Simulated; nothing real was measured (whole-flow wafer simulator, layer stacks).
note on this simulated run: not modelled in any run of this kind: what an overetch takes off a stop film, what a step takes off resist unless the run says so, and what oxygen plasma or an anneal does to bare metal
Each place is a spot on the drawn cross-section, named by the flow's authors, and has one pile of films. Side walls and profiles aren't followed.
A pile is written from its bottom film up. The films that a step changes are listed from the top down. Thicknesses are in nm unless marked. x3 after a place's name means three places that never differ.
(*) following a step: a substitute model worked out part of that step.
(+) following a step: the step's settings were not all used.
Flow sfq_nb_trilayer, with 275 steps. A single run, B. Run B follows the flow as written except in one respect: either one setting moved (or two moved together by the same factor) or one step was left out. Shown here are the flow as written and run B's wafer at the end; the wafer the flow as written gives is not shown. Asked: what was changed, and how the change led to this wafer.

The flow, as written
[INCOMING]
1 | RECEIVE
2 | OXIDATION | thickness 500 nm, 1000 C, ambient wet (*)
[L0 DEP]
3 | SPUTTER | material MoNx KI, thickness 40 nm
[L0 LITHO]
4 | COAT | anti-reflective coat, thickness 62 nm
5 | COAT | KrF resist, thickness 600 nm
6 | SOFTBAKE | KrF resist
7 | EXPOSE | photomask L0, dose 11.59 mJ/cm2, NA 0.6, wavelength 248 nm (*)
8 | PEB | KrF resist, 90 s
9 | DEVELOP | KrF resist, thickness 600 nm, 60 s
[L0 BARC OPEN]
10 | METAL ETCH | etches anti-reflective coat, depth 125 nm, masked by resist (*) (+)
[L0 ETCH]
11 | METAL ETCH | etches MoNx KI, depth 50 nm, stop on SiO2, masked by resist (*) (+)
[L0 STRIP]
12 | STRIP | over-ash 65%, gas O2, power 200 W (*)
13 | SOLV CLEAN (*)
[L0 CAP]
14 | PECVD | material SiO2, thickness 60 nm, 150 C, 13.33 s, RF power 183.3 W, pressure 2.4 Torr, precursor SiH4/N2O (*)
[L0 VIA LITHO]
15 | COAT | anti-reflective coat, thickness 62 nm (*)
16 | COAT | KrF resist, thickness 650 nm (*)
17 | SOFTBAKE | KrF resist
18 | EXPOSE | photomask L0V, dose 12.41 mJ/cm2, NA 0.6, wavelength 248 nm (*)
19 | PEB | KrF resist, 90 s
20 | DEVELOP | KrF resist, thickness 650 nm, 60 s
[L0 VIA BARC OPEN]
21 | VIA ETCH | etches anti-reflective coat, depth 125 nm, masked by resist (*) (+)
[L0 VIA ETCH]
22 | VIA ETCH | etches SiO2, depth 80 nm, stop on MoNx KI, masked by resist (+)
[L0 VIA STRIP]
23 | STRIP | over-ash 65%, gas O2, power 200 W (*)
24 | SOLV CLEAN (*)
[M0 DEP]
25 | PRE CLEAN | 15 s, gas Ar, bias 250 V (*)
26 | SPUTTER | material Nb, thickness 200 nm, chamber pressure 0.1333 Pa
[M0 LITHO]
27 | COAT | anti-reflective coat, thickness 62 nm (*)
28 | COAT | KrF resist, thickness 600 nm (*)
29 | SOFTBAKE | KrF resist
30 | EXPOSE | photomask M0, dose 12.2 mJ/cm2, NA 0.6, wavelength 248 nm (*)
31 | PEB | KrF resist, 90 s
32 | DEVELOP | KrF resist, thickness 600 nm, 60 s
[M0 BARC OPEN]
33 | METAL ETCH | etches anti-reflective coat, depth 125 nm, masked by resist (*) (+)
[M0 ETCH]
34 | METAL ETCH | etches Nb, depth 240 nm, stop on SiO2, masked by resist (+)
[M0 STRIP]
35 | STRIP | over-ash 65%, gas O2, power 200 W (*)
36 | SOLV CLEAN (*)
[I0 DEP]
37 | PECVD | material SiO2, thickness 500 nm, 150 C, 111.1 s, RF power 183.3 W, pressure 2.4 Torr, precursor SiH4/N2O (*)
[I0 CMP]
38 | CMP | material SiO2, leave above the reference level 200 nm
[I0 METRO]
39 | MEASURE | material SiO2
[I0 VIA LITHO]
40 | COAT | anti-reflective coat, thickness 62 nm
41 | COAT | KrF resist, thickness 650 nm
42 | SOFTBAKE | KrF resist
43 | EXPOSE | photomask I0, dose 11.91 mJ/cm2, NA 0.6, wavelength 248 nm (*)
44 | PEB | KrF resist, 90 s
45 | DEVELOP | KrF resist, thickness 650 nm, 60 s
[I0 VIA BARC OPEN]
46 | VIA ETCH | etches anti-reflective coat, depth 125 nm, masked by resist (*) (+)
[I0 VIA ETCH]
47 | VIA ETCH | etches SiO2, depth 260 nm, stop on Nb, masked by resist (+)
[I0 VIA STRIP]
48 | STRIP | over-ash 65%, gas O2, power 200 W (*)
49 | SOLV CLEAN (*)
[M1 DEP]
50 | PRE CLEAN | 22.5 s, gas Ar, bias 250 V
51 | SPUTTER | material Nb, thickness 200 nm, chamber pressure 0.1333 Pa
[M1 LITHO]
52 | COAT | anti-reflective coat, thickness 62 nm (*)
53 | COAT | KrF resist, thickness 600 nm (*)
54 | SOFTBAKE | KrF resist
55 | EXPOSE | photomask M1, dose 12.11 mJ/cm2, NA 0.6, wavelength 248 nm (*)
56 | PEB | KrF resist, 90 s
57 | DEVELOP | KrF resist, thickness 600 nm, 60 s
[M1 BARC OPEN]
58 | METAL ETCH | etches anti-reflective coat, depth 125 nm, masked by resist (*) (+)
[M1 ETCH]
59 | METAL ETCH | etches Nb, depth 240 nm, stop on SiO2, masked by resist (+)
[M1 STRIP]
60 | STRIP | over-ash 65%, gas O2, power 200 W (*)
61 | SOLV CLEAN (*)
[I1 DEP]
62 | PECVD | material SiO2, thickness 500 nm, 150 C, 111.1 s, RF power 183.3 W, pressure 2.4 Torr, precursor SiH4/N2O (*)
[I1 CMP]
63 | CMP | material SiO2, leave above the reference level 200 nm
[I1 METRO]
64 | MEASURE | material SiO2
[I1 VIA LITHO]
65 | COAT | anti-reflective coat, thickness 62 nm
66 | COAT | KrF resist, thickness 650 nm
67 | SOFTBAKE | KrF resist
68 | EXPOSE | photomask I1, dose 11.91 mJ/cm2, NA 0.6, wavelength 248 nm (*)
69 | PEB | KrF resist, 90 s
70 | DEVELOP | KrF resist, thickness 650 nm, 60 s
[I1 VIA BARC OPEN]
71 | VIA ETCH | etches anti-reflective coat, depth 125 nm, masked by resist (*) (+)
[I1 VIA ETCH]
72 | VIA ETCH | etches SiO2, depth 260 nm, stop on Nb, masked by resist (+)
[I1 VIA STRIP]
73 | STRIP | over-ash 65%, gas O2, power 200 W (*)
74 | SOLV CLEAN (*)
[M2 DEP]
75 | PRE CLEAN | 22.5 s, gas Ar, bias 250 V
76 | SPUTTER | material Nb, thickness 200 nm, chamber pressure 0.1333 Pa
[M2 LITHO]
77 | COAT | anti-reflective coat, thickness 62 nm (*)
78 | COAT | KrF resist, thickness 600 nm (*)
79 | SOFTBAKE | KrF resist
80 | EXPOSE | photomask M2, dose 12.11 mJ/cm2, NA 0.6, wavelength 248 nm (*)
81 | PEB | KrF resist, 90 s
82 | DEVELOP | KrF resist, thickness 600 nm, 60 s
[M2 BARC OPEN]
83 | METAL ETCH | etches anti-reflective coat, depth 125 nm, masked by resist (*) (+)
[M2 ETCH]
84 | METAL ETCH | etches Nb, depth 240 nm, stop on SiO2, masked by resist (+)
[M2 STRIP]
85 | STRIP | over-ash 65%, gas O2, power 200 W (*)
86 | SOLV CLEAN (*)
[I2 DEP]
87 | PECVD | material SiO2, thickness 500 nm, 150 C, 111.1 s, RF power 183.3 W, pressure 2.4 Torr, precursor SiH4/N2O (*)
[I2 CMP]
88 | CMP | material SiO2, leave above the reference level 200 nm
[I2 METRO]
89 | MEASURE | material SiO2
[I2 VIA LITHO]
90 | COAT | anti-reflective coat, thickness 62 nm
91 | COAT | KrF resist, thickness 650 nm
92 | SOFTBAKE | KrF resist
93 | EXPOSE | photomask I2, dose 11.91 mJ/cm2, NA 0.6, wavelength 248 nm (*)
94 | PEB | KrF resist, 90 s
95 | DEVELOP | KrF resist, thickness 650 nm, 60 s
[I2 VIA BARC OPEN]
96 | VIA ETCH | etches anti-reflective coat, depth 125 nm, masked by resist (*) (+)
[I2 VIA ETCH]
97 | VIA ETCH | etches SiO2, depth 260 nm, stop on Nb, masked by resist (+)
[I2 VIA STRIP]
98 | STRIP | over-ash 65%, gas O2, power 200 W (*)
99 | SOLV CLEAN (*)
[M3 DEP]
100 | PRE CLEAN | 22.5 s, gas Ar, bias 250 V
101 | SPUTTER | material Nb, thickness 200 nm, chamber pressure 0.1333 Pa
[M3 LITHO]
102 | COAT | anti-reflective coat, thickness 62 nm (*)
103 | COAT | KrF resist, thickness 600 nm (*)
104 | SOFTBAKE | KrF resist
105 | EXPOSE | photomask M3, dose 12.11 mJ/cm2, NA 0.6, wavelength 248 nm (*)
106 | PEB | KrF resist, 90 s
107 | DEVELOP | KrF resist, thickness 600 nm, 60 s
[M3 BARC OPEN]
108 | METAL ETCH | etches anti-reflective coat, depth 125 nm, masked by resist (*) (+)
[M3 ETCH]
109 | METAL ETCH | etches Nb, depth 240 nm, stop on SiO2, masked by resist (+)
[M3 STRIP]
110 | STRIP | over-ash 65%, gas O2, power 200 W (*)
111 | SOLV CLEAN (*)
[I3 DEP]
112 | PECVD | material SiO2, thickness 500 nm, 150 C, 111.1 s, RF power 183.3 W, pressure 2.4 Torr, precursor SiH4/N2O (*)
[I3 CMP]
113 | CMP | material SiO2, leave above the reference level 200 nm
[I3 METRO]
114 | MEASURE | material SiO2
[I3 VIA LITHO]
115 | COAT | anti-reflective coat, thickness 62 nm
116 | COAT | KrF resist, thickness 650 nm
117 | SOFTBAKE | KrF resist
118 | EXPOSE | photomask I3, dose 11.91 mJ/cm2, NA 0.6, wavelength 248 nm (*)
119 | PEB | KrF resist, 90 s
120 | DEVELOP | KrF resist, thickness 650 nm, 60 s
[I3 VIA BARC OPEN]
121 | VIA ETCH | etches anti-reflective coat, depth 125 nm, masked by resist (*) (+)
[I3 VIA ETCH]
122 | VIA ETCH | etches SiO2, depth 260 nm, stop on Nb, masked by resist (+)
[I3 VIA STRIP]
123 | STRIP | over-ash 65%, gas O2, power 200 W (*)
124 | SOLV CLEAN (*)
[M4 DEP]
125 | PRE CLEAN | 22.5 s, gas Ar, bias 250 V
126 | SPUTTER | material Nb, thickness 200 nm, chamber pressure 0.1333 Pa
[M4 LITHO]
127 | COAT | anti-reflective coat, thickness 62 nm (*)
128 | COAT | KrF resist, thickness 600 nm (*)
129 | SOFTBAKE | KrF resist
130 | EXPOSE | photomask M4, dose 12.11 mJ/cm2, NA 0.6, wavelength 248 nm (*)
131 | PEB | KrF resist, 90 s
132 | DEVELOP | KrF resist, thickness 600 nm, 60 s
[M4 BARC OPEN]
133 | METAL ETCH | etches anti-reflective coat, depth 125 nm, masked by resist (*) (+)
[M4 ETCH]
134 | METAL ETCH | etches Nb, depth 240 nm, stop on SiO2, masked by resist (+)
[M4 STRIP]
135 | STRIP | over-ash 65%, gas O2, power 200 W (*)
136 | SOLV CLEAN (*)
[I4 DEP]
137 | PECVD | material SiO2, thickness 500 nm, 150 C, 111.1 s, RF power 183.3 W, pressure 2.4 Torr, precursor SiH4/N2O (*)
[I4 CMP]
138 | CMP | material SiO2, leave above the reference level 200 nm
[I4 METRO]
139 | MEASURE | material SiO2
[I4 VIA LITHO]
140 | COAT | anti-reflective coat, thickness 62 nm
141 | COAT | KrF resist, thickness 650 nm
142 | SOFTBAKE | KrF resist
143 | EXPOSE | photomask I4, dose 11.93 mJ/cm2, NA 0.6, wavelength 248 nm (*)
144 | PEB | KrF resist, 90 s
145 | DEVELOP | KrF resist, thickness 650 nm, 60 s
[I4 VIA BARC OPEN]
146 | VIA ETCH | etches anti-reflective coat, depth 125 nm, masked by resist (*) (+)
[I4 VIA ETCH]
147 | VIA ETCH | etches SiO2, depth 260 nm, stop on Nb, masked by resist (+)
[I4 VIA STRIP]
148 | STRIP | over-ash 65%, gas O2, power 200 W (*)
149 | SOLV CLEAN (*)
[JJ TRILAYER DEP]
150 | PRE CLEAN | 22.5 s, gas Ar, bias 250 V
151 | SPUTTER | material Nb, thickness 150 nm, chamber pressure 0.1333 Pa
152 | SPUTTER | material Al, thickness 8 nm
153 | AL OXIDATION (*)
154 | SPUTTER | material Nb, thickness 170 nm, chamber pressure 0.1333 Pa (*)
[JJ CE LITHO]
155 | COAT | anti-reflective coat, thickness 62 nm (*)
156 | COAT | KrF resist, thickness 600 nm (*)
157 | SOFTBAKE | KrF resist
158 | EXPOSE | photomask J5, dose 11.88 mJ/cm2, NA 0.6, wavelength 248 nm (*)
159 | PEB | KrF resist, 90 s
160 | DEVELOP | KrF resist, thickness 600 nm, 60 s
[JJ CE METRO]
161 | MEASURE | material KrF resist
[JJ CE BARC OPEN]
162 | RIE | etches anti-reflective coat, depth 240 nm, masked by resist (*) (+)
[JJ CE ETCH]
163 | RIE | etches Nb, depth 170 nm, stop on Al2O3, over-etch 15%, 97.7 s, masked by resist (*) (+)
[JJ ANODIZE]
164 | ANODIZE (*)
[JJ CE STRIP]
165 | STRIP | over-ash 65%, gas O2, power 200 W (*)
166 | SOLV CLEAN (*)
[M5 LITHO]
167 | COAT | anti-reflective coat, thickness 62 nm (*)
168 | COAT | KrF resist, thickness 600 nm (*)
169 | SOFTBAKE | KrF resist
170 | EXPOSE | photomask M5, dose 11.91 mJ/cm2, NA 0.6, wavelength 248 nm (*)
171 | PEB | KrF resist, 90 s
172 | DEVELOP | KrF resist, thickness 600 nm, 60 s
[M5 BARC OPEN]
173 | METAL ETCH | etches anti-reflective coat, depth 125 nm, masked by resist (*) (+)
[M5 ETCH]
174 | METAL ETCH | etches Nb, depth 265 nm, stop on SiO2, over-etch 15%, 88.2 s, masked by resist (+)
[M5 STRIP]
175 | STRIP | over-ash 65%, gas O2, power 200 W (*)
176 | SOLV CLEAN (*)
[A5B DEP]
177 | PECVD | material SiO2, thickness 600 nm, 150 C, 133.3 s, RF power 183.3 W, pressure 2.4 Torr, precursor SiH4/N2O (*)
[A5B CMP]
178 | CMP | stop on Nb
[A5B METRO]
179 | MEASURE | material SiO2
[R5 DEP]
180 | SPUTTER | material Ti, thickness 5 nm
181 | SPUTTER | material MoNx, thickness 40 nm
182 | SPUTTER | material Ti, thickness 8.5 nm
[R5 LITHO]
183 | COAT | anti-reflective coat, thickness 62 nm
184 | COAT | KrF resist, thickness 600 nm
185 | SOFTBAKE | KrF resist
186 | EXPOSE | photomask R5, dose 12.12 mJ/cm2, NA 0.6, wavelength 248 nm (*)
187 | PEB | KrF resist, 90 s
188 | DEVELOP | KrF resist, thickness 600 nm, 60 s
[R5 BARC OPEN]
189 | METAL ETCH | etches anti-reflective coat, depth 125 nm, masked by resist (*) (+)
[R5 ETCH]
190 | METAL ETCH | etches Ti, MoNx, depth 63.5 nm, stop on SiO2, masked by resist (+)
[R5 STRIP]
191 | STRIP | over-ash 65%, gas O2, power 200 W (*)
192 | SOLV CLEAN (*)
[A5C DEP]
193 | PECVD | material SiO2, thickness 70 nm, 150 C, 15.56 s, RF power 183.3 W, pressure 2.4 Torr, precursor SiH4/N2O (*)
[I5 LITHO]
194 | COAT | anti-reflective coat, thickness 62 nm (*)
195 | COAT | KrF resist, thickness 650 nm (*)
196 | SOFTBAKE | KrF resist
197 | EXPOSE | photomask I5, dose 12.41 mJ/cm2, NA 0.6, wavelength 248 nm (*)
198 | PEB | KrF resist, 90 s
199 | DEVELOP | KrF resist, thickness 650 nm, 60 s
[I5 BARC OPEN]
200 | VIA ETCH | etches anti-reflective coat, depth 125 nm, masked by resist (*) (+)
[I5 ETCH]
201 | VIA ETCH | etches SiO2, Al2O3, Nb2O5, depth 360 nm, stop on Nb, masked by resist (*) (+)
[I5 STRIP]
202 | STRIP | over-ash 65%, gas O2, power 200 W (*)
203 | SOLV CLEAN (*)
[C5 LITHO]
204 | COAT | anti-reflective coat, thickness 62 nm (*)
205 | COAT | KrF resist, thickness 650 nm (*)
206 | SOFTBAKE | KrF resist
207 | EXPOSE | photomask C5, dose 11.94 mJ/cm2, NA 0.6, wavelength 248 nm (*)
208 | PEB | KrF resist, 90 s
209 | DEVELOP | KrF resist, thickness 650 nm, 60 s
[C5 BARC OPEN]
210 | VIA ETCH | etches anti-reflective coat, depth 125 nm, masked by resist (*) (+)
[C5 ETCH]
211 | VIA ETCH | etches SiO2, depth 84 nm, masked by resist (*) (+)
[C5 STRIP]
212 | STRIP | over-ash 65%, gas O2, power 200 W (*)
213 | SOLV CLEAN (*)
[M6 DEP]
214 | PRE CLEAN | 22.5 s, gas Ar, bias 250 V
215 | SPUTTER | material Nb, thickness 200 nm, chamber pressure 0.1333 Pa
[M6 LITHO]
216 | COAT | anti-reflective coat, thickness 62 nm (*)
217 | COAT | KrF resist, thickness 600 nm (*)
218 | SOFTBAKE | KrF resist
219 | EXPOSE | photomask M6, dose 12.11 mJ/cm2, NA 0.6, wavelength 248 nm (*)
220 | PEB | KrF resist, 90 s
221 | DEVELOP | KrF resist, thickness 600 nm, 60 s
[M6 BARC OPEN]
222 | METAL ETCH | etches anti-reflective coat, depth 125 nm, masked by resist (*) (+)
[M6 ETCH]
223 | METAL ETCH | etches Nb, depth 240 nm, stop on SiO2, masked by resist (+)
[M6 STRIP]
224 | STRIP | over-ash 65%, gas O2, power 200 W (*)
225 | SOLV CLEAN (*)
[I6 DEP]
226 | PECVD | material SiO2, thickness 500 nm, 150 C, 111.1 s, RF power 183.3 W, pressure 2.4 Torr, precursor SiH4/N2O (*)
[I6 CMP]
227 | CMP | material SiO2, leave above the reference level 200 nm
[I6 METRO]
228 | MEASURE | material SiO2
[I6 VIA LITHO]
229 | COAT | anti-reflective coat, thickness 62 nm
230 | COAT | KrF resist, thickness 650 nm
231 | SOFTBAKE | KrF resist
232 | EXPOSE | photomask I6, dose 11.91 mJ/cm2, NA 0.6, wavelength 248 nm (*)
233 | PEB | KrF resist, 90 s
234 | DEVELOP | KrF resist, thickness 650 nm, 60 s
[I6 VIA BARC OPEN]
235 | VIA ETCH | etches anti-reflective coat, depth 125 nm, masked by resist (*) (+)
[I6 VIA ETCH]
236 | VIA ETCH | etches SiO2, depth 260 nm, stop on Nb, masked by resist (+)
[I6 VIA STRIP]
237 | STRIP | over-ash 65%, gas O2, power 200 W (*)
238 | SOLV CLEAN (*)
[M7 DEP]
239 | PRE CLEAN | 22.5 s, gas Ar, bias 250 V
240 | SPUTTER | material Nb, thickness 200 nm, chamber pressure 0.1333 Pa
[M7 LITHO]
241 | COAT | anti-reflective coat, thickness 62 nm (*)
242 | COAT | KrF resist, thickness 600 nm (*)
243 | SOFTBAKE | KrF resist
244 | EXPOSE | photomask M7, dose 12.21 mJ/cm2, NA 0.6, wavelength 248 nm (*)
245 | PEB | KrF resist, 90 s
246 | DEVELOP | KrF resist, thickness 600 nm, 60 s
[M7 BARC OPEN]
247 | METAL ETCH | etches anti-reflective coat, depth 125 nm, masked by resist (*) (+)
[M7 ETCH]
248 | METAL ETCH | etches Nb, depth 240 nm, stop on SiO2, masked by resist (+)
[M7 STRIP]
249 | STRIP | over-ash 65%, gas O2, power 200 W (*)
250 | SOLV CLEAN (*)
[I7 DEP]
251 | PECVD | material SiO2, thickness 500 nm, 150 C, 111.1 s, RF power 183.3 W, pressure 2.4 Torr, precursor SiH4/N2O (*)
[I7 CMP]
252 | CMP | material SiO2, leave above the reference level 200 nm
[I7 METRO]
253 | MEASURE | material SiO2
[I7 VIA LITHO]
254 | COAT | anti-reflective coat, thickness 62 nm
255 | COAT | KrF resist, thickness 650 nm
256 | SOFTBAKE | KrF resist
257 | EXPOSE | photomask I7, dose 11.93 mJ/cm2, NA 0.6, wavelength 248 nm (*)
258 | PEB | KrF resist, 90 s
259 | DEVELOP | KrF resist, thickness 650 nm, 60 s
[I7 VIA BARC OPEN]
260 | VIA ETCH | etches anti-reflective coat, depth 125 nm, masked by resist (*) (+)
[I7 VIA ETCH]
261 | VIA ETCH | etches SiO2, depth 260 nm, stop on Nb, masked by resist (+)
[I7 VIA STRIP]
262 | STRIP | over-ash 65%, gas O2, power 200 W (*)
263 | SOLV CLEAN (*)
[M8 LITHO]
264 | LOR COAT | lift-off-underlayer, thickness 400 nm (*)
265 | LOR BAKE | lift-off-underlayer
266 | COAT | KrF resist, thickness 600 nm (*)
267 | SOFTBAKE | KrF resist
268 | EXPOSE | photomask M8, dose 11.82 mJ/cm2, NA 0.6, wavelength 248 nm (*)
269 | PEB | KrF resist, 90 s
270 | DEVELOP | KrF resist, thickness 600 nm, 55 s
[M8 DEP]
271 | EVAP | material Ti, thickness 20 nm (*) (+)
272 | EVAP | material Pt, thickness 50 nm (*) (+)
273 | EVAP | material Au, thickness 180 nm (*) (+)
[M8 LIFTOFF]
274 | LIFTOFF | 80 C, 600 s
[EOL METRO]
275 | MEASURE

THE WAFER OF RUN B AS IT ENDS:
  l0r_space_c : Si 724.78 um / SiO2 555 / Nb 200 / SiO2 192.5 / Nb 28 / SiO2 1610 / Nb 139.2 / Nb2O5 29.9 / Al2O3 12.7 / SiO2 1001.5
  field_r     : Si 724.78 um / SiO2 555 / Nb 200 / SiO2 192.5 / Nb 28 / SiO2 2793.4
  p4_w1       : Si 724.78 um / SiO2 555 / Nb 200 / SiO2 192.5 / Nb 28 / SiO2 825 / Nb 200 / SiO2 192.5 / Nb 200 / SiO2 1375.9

The reason: step 51, SPUTTER: thickness 268 nm was run, though the flow has thickness 200 nm.

How this came from the change, step by step:
  51 | SPUTTER | material Nb, thickness 200 nm, chamber pressure 0.1333 Pa
      field_l, v_sur, via_wl and 102 more: Nb gains 268 (new film) (in the flow as written it would be: Nb gains 200 (new film))
      via_w: Nb gains 234.8 (in the flow as written it would be: Nb gains 174.5)
  52 | COAT | anti-reflective coat, thickness 62 nm (*)
      via_wr: anti-reflective coat gains 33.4 (new film) (in the flow as written it would be: anti-reflective coat gains 34.9 (new film))
  59 | METAL ETCH | etches Nb, depth 240 nm, stop on SiO2, masked by resist (+)
      field_l, be, be_sur and 79 more: Nb loses 240 (in the flow as written it would be: Nb loses 200 (all of it))
  60 | STRIP | over-ash 65%, gas O2, power 200 W (*)
      via_wr: KrF resist loses 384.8 (all of it), anti-reflective coat loses 33.4 (all of it) (in the flow as written it would be: KrF resist loses 384.4 (all of it), anti-reflective coat loses 34.9 (all of it))
  62 | PECVD | material SiO2, thickness 500 nm, 150 C, 111.1 s, RF power 183.3 W, pressure 2.4 Torr, precursor SiH4/N2O (*)
      field_l, be, be_sur and 72 more: SiO2 gains 500 (new film) (in the flow as written it would be: SiO2 gains 500)
      lsp_m, ln_m6, lsp_r, l0_sur, l0v: SiO2 gains 493.9 (new film) (in the flow as written it would be: SiO2 gains 494.9)
      (also at 3 further places)
  63 | CMP | material SiO2, leave above the reference level 200 nm
      field_l, be, be_sur and 72 more: SiO2 loses 60 (in the flow as written it would be: SiO2 loses 100)
      lsp_m, ln_m6, lsp_r, l0_sur, l0v: SiO2 loses 53.9 (in the flow as written it would be: SiO2 loses 94.9)
      (also at 1 further place)
Taking metal films that touch as one body, l0r_space_c has 3 bodies (between them, from the top down: SiO2 1610; SiO2 192.5); the flow as written gives 2 bodies (between them, from the top down: SiO2 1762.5).
Taking metal films that touch as one body, field_r has 2 bodies (between them, from the top down: SiO2 192.5); the flow as written gives 1 body.
Taking metal films that touch as one body, p4_w1 has 4 bodies (between them, from the top down: SiO2 192.5; SiO2 825; SiO2 192.5); the flow as written gives 3 bodies (between them, from the top down: SiO2 192.5; SiO2 977.5).
